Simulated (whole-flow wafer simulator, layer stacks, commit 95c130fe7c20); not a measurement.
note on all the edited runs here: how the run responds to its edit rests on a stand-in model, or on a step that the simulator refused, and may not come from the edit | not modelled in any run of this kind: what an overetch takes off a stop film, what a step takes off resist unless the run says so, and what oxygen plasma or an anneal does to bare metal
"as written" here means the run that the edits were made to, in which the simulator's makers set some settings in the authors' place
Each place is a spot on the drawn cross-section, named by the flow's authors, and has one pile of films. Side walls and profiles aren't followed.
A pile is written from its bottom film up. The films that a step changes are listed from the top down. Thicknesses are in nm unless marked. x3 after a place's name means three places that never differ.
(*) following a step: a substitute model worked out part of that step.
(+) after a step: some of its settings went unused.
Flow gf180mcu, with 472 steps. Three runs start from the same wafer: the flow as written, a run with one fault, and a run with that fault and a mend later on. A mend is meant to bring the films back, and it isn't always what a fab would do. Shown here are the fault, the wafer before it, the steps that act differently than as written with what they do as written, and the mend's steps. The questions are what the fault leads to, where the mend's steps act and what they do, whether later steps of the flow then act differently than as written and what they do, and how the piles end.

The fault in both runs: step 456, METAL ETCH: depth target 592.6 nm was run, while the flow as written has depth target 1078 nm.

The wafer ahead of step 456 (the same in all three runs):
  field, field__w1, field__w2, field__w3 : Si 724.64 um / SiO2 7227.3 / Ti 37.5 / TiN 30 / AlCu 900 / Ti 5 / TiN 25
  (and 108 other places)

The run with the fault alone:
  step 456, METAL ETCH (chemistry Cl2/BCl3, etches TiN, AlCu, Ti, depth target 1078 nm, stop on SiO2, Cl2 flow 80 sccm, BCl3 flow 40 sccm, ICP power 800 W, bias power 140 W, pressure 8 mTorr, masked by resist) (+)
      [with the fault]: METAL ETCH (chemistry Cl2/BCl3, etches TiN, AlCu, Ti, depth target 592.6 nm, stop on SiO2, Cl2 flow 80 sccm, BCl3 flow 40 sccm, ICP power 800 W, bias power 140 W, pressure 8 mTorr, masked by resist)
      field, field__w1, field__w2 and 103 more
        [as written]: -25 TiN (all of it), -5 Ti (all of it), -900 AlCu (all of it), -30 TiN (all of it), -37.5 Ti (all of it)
        [with the fault]: -25 TiN (all of it), -5 Ti (all of it), -562.6 AlCu
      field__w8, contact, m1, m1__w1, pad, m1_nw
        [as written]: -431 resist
        [with the fault]: -237 resist
  Steps later in the flow that act otherwise than as written:
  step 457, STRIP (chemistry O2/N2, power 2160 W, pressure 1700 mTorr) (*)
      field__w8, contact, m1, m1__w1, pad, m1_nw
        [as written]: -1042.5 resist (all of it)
        [with the fault]: -1236.4 resist (all of it)
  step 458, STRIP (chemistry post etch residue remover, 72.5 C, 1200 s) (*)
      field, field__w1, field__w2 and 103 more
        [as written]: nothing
        [with the fault]: -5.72 AlCu
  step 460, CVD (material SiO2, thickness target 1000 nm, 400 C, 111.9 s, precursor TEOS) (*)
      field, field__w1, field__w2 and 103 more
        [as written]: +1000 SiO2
        [with the fault]: +1000 SiO2 (new film)
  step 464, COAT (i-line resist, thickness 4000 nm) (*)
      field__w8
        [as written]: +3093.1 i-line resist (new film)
        [with the fault]: +3449.6 i-line resist (new film)
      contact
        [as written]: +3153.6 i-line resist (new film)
        [with the fault]: +3478.2 i-line resist (new film)
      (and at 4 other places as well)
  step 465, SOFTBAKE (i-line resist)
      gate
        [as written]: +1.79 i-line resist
        [with the fault]: -0.88 i-line resist
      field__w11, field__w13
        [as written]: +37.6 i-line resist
        [with the fault]: +19 i-line resist
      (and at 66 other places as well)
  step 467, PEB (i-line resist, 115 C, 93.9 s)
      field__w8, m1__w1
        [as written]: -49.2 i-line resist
        [with the fault]: -56.5 i-line resist
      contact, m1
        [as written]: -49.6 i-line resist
        [with the fault]: -56.7 i-line resist
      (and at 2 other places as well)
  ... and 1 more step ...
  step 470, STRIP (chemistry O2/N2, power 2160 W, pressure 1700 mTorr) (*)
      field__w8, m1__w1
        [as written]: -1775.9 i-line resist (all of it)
        [with the fault]: -2158.6 i-line resist (all of it)
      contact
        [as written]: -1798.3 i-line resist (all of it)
        [with the fault]: -2169.5 i-line resist (all of it)
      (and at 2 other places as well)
  The piles end different from the flow's at field, field__w1, field__w2 and 103 more by more than 2% or 0.5 nm, whichever is larger.
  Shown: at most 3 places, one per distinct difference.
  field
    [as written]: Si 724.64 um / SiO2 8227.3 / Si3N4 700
    [with the fault]: Si 724.64 um / SiO2 7227.3 / Ti 37.5 / TiN 30 / AlCu 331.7 / SiO2 1000 / Si3N4 700
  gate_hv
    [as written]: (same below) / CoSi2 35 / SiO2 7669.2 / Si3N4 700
    [with the fault]: (same below) / CoSi2 35 / SiO2 6669.2 / Ti 37.5 / TiN 30 / AlCu 331.7 / SiO2 1000 / Si3N4 700
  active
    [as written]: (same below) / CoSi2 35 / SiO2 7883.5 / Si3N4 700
    [with the fault]: (same below) / CoSi2 35 / SiO2 6883.5 / Ti 37.5 / TiN 30 / AlCu 331.7 / SiO2 1000 / Si3N4 700

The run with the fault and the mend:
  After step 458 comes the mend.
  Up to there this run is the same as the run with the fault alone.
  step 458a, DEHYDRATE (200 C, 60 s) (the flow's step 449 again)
      leaves every film unchanged at each place that is followed
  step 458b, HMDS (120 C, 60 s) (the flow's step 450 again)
      leaves every film unchanged at each place that is followed
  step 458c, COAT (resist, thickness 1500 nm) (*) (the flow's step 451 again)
      iso_ptap_pw, iso_ntap_nw, iso_nw_fld and 33 more
        +1500 resist (new film)
      field_sub, field_sub__w1, field_sub__w2 and 12 more
        +1507.8 resist (new film)
      p_well, sti, spacer, sd_n, mim_1p0, dice_street
        +1502.9 resist (new film)
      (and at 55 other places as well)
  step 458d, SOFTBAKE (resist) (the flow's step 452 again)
      field__w5, field__w9
        -0.1 resist
      ld_fp_n, gate_hv5
        -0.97 resist
      ld_gate_p, nw_enc_fld_lv__w4
        -0.3 resist
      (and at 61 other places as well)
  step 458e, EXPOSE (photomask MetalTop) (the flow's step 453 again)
      leaves every film unchanged at each place that is followed
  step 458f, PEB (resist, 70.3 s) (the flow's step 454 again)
      field__w2, field__w3, field__w5 and 37 more
        -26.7 resist
      iso_ptap_pw, iso_ntap_nw, iso_nw_fld and 33 more
        -26.5 resist
      p_well, sti, spacer and 9 more
        -26.6 resist
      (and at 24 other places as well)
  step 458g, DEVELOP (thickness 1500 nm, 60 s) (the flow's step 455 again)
      iso_ptap_pw, iso_ntap_nw, iso_nw_fld and 33 more
        -1473.5 resist (all of it)
      field__w2, field__w3, field__w12, active_nat, sd_p_hv, gate_p_hv, npoly_sal, ppoly_sal
        -1481.3 resist (all of it)
      field__w11, field__w13, pplus_u, npoly_u, ppoly_u, nw_enc_fld_lv__w1, nw_enc_fld_lv__w4
        -1481.5 resist (all of it)
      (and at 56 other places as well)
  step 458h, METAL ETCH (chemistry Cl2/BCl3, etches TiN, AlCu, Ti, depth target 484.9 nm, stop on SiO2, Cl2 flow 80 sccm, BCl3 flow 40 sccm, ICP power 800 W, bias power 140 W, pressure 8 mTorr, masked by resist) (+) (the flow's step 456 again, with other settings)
      field, field__w1, field__w2 and 103 more
        -331.7 AlCu (all of it), -30 TiN (all of it), -37.5 Ti (all of it)
      field__w8, contact, m1, m1__w1, pad, m1_nw
        -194 resist
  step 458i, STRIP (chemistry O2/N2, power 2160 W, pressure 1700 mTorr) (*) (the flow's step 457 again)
      field__w8
        -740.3 resist (all of it)
      contact
        -738.8 resist (all of it)
      m1
        -739 resist (all of it)
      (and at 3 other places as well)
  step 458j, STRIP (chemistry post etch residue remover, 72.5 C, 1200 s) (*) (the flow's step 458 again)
      field__w8, contact, m1, m1__w1, pad, m1_nw
        -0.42 TiN
  Later steps of the flow that are run all act as written at every place that is followed, up to a difference of at most 2% or 0.5 nm, whichever is larger.
  When the end is reached, the piles differ only a little from the flow's at the places that both follow, at most by 2% or 0.5 nm, whichever is larger.
